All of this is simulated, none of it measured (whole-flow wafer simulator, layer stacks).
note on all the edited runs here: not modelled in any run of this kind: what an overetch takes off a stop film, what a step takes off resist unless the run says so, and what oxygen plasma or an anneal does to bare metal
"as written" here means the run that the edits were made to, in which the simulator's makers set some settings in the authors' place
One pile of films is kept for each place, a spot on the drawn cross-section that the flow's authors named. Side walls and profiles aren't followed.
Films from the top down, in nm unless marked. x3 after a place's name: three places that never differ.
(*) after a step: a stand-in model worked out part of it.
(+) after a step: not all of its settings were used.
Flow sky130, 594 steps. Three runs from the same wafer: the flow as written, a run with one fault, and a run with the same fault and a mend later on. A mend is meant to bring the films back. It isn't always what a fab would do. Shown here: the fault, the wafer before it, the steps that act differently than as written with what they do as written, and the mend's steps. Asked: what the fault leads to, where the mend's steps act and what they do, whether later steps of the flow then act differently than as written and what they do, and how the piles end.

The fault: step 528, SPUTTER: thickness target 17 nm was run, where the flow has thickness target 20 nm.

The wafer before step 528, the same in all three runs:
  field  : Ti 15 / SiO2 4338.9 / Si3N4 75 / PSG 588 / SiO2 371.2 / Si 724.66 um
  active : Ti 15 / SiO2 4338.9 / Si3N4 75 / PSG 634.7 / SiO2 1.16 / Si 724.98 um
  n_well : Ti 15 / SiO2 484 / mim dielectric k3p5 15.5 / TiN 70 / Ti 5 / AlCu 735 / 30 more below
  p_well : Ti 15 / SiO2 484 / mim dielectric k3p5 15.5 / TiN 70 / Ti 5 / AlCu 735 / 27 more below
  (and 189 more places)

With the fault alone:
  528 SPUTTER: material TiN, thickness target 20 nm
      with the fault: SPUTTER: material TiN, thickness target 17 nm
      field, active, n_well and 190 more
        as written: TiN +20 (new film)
        with the fault: TiN +17 (new film)
  Later steps of the flow that act differently than as written (20 more steps differ only slightly, by at most 2% or 0.5 nm, whichever is larger, and aren't shown):
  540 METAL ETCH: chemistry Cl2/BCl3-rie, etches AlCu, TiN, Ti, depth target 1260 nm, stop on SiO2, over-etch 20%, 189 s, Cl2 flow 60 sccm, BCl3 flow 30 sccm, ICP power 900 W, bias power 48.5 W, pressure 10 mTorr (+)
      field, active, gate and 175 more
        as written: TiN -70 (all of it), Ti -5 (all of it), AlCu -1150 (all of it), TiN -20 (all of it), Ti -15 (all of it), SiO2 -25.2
        with the fault: TiN -70 (all of it), Ti -5 (all of it), AlCu -1150 (all of it), TiN -17 (all of it), Ti -15 (all of it), SiO2 -25.5
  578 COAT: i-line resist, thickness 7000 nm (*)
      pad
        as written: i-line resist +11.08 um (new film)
        with the fault: i-line resist +11.09 um (new film)
  At the end the piles differ from the flow's by more than 2% or 0.5 nm, whichever is larger, at n_well, p_well, sd_n and 12 more.
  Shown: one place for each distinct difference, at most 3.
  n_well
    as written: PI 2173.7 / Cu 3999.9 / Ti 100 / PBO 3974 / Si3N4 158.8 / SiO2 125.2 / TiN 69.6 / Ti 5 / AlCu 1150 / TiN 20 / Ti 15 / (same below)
    with the fault: PI 2174 / Cu 3999.9 / Ti 100 / PBO 3976.2 / Si3N4 158.8 / SiO2 125.2 / TiN 69.6 / Ti 5 / AlCu 1150 / TiN 17 / Ti 15 / (same below)
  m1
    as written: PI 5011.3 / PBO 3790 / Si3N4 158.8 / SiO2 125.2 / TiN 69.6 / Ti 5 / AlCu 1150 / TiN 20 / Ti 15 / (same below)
    with the fault: PI 5011.4 / PBO 3792.5 / Si3N4 158.8 / SiO2 125.2 / TiN 69.6 / Ti 5 / AlCu 1150 / TiN 17 / Ti 15 / (same below)
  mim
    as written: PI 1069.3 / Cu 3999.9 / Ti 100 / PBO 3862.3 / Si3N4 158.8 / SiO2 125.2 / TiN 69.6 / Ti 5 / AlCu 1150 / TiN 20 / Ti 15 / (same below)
    with the fault: PI 1069.6 / Cu 3999.9 / Ti 100 / PBO 3864.6 / Si3N4 158.8 / SiO2 125.2 / TiN 69.6 / Ti 5 / AlCu 1150 / TiN 17 / Ti 15 / (same below)

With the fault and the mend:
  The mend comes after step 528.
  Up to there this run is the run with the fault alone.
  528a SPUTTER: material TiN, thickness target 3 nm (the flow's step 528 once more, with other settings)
      field, active, n_well and 190 more
        TiN +3
  No later step of the flow acts differently than as written at any place that is followed.
  At the end the piles are the same as the flow's at every place that both follow.
